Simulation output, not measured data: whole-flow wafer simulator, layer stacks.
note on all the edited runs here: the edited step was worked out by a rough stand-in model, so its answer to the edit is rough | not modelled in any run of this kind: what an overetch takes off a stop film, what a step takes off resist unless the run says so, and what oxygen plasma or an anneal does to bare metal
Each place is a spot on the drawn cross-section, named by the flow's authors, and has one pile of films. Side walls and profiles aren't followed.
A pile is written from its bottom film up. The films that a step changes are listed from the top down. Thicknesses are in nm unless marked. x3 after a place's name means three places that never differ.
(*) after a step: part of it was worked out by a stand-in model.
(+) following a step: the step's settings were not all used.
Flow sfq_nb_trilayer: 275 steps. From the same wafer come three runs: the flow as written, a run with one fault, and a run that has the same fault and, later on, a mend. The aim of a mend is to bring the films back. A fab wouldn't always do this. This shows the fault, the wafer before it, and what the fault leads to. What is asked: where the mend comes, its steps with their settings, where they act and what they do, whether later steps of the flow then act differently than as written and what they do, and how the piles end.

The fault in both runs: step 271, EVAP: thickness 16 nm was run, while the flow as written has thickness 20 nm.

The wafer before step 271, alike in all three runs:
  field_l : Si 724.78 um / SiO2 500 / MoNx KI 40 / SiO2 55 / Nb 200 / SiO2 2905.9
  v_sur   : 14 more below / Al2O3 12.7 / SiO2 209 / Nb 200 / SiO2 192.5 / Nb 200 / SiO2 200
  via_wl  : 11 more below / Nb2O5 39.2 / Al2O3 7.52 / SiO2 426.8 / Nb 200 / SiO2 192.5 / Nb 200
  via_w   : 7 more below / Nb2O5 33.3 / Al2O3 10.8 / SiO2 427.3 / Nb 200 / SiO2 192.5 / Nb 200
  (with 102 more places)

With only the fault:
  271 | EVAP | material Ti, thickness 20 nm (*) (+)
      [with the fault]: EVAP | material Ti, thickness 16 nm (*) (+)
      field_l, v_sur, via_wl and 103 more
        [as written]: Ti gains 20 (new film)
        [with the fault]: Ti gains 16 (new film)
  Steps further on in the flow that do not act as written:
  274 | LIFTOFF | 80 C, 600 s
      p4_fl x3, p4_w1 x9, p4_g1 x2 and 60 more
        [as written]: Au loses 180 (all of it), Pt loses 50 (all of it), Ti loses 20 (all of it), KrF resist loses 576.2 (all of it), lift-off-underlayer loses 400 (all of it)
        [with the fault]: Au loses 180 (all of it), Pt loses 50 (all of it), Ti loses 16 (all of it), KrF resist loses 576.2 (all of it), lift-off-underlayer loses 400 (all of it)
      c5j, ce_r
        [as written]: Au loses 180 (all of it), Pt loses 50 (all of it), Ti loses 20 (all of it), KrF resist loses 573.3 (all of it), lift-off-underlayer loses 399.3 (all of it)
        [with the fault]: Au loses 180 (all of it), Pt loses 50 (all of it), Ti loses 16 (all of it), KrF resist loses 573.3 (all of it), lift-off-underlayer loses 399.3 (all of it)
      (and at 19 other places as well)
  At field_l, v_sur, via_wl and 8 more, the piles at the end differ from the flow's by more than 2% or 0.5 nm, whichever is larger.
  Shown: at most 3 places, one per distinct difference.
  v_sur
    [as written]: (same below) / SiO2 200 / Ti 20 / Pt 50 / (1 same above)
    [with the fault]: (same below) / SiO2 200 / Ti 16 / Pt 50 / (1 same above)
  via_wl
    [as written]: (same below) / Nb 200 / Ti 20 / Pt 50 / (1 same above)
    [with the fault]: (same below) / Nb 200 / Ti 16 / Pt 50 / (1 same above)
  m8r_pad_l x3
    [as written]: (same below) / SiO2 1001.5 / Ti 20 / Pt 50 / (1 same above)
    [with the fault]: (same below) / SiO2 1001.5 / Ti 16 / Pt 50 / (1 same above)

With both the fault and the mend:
  After step 271 comes the mend.
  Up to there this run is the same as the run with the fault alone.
  271a | EVAP | material Ti, thickness 4 nm (*) (+) (the flow's step 271 again, with other settings)
      field_l, v_sur, via_wl and 103 more
        Ti gains 4
  None of the later steps of the flow acts differently than as written at any place that is followed.
  By the end, the piles equal the flow's at every place that both follow.
